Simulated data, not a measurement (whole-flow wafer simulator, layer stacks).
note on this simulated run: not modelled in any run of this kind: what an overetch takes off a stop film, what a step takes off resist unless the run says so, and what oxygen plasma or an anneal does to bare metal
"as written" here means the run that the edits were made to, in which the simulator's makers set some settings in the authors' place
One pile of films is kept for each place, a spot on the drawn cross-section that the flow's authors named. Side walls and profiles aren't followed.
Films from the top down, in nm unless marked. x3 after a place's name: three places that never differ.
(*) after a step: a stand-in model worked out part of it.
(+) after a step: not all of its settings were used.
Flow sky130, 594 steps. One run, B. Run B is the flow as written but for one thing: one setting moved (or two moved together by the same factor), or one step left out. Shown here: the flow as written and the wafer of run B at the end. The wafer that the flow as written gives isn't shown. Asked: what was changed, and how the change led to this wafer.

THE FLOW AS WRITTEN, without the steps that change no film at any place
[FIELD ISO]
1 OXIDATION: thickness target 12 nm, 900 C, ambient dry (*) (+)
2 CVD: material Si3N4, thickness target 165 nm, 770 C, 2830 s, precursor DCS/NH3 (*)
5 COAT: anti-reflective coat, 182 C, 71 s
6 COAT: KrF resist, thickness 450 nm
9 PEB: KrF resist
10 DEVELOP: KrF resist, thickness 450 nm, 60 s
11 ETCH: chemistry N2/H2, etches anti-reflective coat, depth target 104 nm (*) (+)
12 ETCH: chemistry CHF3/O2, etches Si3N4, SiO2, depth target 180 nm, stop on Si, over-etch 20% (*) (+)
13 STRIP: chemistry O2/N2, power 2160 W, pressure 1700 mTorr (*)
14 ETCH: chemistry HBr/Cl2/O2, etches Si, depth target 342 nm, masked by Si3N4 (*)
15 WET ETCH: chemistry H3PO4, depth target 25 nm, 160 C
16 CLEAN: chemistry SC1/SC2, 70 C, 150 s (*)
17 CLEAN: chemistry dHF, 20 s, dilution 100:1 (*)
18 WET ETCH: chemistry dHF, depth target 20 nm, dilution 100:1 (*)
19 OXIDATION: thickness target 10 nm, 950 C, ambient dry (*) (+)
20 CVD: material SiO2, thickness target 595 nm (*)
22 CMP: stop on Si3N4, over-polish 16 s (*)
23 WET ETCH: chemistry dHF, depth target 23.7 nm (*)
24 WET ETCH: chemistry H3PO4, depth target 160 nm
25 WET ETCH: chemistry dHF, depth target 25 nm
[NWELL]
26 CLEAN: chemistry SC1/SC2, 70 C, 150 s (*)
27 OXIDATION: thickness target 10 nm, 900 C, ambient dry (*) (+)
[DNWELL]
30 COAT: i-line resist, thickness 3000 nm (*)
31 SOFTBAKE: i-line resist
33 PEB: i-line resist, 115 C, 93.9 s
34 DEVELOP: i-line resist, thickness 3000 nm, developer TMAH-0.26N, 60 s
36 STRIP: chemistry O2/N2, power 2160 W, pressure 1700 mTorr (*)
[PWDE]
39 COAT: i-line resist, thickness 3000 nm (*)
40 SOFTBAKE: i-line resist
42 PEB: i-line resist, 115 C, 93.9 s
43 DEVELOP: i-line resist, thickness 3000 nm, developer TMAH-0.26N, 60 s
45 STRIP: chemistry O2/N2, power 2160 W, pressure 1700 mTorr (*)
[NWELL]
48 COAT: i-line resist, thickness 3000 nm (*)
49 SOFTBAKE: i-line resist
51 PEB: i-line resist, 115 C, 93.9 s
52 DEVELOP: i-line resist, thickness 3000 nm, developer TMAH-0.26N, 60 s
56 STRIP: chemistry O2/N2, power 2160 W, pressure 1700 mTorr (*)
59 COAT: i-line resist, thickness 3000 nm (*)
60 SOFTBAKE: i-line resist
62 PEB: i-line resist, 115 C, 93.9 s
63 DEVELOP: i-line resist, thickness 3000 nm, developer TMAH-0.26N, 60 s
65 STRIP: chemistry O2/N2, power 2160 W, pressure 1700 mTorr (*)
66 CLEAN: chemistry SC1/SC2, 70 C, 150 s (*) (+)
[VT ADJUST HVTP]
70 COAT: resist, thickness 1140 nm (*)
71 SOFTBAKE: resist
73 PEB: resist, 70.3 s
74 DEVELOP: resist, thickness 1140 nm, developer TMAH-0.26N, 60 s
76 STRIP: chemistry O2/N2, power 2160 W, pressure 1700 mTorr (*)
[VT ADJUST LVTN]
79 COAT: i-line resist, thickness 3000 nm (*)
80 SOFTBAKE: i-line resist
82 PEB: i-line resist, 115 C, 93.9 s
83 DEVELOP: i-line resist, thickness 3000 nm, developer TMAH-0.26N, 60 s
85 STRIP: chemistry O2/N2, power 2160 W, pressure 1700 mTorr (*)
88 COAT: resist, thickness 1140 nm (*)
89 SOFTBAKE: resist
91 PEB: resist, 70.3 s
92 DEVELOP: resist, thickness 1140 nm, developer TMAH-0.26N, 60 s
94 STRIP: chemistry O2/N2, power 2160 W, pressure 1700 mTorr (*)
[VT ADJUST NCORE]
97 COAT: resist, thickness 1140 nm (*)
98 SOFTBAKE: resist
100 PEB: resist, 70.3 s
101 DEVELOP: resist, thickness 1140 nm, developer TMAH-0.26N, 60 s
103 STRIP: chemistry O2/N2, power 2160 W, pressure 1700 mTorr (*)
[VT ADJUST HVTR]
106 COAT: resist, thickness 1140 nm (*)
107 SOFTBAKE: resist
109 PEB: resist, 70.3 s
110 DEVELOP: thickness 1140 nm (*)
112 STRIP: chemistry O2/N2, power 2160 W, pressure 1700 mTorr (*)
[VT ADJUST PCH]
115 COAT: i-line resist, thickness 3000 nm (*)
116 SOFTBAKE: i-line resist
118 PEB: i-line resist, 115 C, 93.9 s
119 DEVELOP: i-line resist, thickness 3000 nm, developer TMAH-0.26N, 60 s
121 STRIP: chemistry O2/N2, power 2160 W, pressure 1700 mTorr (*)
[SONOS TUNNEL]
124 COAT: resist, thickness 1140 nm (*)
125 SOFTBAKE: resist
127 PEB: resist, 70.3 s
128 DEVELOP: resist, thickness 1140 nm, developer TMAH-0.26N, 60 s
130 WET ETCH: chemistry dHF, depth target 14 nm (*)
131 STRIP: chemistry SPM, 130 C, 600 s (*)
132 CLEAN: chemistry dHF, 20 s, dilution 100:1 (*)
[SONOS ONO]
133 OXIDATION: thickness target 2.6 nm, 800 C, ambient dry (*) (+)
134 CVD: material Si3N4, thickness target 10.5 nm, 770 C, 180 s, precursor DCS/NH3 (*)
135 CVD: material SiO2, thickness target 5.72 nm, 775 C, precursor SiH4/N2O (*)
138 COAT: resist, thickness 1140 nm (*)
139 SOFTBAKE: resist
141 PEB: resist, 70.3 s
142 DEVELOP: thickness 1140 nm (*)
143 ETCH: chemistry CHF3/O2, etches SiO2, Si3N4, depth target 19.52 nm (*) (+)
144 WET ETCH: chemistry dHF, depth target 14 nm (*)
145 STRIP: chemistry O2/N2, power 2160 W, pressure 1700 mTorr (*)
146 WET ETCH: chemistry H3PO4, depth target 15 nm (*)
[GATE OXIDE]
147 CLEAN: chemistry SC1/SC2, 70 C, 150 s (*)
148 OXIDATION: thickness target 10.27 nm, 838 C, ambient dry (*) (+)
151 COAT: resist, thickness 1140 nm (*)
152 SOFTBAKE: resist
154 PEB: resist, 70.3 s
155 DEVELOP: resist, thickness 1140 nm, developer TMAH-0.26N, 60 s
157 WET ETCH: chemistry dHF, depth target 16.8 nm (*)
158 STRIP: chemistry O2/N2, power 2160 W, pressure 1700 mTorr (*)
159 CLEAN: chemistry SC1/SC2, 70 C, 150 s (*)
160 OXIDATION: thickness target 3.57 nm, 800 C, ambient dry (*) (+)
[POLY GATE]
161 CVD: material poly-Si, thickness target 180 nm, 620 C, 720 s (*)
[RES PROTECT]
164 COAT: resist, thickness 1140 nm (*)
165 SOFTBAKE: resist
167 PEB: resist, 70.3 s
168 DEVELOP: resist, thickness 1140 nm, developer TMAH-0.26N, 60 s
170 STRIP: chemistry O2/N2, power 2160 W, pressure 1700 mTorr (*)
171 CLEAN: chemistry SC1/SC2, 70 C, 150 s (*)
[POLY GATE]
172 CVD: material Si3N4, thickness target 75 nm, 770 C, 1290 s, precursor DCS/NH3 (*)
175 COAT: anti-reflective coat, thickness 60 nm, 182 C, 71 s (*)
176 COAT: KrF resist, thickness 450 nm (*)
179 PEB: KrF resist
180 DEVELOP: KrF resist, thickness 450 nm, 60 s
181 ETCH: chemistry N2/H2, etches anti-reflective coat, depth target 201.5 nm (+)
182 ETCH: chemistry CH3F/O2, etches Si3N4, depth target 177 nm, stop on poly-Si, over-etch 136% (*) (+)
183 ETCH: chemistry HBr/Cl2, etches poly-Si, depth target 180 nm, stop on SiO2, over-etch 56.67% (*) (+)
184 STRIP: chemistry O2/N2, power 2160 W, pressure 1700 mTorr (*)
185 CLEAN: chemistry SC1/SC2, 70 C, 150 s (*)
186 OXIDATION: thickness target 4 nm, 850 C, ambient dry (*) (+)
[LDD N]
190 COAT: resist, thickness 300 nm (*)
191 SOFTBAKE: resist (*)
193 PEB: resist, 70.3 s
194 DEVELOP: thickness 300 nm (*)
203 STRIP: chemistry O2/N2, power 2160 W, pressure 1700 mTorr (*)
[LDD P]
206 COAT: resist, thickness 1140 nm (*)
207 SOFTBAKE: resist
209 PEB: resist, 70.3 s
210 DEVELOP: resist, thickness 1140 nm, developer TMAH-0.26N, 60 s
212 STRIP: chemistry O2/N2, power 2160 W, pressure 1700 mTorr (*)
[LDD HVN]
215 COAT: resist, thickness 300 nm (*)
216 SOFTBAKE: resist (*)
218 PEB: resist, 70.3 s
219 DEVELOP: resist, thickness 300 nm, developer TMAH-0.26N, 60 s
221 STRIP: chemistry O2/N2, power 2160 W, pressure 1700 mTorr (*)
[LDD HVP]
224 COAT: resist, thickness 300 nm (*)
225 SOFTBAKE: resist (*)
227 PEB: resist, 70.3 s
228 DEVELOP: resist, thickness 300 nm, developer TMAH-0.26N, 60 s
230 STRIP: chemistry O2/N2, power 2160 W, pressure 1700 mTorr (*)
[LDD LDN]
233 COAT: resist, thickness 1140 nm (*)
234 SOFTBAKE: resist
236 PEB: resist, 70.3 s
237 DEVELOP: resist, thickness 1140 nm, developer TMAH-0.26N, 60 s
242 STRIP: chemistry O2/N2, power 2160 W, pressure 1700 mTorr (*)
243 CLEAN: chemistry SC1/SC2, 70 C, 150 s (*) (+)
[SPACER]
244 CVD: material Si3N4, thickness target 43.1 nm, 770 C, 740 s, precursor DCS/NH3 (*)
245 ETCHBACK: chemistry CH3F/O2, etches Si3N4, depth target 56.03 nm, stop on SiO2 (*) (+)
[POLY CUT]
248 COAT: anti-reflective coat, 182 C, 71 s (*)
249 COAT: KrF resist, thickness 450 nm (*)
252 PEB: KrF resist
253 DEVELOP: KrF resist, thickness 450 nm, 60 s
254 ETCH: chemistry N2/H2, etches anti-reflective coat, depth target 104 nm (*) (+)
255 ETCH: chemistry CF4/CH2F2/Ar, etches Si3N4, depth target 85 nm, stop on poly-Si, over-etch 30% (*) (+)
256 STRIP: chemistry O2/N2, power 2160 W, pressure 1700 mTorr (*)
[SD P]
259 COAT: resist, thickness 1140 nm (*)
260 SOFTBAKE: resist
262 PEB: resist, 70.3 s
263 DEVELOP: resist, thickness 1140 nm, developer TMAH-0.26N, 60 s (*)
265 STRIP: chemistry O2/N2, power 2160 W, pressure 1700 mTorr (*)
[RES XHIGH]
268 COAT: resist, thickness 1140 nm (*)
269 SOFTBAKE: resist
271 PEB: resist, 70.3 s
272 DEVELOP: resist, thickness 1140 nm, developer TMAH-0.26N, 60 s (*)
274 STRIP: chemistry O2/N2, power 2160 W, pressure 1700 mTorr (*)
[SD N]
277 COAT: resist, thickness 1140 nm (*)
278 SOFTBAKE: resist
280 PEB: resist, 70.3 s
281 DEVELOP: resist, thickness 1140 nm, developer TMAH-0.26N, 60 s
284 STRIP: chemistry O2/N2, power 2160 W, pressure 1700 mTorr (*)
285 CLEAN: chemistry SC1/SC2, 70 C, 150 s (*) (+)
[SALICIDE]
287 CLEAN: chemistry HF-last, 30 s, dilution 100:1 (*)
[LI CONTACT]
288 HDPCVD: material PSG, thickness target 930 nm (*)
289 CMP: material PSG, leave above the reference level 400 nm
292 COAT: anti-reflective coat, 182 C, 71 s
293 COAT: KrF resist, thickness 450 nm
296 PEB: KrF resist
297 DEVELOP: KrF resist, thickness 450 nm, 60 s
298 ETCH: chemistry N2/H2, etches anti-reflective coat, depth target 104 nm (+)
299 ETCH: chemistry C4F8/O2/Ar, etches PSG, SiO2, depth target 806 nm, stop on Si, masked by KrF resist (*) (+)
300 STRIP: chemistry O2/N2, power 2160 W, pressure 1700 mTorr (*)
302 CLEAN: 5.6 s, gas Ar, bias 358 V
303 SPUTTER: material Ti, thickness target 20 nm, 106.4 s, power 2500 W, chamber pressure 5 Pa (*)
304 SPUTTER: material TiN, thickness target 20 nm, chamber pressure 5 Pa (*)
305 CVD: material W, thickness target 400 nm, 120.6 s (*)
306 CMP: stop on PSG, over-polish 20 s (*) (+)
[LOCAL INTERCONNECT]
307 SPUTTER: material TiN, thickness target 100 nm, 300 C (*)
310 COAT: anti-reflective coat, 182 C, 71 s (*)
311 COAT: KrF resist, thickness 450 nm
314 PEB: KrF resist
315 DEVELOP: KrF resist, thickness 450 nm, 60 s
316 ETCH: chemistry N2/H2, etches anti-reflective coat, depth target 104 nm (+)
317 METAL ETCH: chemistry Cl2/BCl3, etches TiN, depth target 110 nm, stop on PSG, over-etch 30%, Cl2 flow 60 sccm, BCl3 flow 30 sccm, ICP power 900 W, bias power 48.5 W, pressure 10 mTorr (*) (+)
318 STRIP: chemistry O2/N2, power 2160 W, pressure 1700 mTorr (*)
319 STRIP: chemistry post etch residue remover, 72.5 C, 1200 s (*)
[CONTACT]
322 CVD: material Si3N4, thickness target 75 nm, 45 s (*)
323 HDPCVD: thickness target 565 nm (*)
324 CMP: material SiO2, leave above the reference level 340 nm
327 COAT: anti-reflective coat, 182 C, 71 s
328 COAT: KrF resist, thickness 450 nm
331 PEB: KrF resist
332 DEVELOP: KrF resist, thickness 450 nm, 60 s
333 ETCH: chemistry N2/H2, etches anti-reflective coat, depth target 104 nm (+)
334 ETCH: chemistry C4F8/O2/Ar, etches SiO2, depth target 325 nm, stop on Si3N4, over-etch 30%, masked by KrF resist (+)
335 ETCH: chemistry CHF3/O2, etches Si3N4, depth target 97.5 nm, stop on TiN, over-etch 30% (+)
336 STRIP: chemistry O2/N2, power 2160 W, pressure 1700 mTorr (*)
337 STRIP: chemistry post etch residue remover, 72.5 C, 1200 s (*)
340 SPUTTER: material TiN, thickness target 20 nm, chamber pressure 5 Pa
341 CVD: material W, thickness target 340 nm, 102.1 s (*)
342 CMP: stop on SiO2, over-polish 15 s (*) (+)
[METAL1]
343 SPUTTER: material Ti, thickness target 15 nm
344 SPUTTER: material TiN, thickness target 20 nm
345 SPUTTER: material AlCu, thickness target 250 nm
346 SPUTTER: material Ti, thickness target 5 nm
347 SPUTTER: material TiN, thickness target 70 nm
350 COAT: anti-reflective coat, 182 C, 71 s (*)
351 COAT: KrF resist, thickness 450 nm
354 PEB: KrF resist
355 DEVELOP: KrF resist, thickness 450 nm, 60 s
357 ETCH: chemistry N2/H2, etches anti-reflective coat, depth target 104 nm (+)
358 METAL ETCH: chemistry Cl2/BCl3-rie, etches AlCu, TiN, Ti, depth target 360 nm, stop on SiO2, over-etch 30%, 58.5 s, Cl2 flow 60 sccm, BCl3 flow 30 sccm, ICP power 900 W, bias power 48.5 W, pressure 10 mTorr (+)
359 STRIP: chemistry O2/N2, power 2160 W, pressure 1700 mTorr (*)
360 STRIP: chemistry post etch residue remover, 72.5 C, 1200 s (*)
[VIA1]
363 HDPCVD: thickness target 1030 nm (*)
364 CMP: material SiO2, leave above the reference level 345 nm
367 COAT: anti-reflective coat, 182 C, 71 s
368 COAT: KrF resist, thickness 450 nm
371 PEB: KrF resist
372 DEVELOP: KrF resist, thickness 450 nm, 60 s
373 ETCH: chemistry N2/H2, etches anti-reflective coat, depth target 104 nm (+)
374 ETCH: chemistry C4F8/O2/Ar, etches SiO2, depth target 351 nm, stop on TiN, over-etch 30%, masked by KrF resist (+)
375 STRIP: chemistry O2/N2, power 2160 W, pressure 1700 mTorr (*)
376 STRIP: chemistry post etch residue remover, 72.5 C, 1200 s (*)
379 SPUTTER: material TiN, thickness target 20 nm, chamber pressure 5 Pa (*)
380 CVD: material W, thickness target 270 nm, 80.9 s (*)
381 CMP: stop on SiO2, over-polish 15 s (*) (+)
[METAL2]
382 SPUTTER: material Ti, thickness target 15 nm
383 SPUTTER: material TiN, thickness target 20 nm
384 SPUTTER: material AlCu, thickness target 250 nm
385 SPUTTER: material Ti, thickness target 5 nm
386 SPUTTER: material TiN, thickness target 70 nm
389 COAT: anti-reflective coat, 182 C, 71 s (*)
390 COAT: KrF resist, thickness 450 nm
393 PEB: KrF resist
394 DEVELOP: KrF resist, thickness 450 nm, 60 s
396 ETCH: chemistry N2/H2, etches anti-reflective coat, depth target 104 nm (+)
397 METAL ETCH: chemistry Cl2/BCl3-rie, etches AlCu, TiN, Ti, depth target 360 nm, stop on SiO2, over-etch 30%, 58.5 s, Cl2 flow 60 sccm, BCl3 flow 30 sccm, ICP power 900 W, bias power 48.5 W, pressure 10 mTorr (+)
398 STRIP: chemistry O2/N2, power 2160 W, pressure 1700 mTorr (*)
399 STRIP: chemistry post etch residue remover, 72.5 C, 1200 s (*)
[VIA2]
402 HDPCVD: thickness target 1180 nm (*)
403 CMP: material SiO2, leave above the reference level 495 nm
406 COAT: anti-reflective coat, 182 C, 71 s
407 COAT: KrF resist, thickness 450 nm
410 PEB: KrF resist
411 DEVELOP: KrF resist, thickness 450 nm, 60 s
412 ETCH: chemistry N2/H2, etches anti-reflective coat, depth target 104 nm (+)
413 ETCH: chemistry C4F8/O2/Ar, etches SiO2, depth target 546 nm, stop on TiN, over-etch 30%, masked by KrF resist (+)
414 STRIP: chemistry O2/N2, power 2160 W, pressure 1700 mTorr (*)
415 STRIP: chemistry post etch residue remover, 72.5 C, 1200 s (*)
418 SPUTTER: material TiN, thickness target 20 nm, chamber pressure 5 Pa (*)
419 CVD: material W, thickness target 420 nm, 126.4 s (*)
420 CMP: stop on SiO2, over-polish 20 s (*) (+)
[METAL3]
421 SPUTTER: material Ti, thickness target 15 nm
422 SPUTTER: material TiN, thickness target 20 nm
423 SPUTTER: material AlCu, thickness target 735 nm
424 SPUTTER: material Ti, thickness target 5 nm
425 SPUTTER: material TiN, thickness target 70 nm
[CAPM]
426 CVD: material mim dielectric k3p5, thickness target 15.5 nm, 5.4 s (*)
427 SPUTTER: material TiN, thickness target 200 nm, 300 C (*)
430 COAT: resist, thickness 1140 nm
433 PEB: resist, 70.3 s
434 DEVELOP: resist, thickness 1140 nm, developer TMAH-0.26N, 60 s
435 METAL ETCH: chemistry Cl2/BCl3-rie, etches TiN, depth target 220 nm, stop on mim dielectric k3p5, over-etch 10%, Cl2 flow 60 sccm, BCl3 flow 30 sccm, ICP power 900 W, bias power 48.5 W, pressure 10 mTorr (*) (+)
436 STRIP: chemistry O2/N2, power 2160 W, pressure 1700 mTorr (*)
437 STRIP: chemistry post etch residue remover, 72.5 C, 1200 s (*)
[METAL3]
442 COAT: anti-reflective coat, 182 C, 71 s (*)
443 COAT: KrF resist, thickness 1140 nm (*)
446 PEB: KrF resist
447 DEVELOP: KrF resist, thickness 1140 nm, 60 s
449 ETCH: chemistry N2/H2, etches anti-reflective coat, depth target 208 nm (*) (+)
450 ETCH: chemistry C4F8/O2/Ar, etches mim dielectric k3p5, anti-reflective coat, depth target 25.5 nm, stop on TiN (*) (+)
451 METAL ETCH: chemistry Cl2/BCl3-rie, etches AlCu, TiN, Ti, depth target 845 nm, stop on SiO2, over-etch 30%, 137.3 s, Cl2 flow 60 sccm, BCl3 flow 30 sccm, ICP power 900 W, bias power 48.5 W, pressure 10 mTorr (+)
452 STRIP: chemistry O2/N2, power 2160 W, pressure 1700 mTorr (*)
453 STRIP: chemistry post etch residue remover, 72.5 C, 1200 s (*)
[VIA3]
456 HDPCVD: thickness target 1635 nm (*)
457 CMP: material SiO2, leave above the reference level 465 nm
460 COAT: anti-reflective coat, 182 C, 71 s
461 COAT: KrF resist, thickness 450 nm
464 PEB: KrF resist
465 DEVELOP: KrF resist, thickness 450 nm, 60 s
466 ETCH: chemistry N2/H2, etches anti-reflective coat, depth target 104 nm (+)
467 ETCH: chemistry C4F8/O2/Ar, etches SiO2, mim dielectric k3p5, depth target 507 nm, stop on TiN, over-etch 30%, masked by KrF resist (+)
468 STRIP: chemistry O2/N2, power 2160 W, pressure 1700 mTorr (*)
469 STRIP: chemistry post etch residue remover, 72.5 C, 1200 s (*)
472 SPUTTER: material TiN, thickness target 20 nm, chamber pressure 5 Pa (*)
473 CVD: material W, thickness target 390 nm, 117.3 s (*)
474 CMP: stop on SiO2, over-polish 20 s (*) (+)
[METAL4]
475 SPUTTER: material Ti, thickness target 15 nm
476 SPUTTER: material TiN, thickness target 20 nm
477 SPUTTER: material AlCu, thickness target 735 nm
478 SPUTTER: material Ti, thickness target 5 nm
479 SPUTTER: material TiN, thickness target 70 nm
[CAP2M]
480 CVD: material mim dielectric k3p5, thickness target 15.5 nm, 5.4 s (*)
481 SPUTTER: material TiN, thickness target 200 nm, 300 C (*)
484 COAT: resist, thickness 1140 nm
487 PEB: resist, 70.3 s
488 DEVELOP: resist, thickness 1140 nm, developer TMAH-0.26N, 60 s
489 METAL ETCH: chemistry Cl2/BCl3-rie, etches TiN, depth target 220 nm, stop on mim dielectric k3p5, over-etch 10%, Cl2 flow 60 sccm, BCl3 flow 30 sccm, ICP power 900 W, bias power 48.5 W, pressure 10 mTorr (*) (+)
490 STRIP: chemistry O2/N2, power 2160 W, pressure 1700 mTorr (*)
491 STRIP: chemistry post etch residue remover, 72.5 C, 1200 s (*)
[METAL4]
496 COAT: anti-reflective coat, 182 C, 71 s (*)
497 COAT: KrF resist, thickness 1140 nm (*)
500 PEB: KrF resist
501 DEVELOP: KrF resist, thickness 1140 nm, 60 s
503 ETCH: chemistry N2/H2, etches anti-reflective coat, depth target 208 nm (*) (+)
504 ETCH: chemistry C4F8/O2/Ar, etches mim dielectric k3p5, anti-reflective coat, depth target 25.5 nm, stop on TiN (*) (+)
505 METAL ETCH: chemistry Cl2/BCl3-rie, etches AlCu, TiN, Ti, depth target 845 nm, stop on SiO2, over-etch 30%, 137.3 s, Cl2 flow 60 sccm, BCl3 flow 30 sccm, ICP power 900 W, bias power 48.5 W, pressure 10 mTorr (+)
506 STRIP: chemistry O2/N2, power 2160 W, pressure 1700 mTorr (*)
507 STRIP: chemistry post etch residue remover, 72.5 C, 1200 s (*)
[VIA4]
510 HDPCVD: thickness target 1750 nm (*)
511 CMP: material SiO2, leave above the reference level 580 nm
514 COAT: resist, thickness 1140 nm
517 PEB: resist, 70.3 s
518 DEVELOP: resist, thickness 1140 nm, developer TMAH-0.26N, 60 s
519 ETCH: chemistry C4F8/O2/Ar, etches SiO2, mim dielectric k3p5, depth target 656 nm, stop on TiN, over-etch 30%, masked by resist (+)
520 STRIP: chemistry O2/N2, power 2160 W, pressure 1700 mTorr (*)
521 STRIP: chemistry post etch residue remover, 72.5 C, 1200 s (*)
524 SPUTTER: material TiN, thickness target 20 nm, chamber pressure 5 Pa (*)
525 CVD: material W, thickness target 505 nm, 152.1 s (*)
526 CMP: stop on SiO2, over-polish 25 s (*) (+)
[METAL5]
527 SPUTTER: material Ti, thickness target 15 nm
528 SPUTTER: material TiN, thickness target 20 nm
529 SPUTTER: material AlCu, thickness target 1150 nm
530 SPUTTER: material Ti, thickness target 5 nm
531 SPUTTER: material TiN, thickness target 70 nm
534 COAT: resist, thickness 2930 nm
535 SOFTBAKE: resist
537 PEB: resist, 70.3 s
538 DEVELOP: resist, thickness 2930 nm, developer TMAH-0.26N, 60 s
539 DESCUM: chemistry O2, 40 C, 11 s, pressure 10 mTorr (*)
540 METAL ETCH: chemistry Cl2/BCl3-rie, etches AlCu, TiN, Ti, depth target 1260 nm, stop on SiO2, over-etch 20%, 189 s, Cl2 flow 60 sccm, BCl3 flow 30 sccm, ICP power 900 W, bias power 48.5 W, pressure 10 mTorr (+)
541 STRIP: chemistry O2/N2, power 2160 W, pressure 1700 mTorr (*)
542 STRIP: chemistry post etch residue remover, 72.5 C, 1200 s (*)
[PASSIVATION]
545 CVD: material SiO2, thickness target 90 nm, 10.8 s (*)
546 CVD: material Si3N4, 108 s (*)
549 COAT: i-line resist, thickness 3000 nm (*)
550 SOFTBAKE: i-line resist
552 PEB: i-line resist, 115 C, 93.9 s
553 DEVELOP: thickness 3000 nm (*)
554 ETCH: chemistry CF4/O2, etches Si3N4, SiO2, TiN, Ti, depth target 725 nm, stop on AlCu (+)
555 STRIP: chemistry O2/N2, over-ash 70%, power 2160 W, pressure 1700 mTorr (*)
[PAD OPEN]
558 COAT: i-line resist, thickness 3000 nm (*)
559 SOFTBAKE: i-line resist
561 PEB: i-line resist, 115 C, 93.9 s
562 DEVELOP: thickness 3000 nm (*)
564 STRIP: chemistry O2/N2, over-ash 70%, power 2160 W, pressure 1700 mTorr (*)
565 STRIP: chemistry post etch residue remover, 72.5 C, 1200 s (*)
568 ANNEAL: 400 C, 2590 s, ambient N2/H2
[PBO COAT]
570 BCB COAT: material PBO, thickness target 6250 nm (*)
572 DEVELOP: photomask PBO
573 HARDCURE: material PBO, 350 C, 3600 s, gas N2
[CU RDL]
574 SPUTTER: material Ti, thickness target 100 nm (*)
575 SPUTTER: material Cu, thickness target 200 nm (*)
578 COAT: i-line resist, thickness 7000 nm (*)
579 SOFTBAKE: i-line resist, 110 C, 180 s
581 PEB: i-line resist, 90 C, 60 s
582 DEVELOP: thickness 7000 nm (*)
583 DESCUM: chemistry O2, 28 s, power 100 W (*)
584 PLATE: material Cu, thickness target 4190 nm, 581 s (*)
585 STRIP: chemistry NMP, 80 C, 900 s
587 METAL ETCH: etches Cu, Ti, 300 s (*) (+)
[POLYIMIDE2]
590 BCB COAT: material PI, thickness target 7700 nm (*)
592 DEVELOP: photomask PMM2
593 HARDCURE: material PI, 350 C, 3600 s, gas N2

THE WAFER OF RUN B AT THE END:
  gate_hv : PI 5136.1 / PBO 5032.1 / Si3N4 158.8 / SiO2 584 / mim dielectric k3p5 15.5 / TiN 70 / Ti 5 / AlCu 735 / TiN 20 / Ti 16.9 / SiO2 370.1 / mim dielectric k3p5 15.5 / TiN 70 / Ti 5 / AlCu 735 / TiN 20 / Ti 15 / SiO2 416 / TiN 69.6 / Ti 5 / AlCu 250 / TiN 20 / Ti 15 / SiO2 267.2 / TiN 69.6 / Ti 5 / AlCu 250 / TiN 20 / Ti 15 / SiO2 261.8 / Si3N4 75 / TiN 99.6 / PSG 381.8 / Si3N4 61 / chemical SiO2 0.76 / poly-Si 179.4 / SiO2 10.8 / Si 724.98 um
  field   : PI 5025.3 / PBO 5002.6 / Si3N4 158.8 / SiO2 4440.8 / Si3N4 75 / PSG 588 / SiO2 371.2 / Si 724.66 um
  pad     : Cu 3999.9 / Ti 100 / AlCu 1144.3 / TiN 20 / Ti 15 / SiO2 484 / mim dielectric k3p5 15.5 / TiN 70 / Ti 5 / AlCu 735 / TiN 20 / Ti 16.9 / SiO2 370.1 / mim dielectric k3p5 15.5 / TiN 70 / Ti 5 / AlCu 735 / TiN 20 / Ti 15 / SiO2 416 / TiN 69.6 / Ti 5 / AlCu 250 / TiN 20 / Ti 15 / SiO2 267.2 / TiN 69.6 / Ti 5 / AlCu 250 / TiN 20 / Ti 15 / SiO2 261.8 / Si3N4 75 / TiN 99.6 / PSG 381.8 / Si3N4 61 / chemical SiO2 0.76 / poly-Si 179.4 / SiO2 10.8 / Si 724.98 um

The cause: step 475, SPUTTER: thickness target 16.9 nm was run, where the flow has thickness target 15 nm.
It can be read off the wafer: gate_hv has Ti 16.9, and step 475 as written asks for 15 nm.

How the change led to this, step by step:
  475 SPUTTER: material Ti, thickness target 15 nm
      field, active, n_well and 189 more: Ti +16.9 (new film) (as written it would be: Ti +15 (new film))
  505 METAL ETCH: chemistry Cl2/BCl3-rie, etches AlCu, TiN, Ti, depth target 845 nm, stop on SiO2, over-etch 30%, 137.3 s, Cl2 flow 60 sccm, BCl3 flow 30 sccm, ICP power 900 W, bias power 48.5 W, pressure 10 mTorr (+)
      field, gate, spacer and 68 more: TiN -70 (all of it), Ti -5 (all of it), AlCu -735 (all of it), TiN -20 (all of it), Ti -16.9 (all of it), SiO2 -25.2 (as written it would be: TiN -70 (all of it), Ti -5 (all of it), AlCu -735 (all of it), TiN -20 (all of it), Ti -15 (all of it), SiO2 -25.4)
      active, vpp_iso1, mim_edge_plate and 14 more: TiN -70 (all of it), Ti -5 (all of it), AlCu -735 (all of it), TiN -20 (all of it), Ti -16.9 (all of it), SiO2 -25.2 (as written it would be: TiN -70 (all of it), Ti -5 (all of it), AlCu -735 (all of it), TiN -20 (all of it), Ti -15 (all of it), SiO2 -25.3)
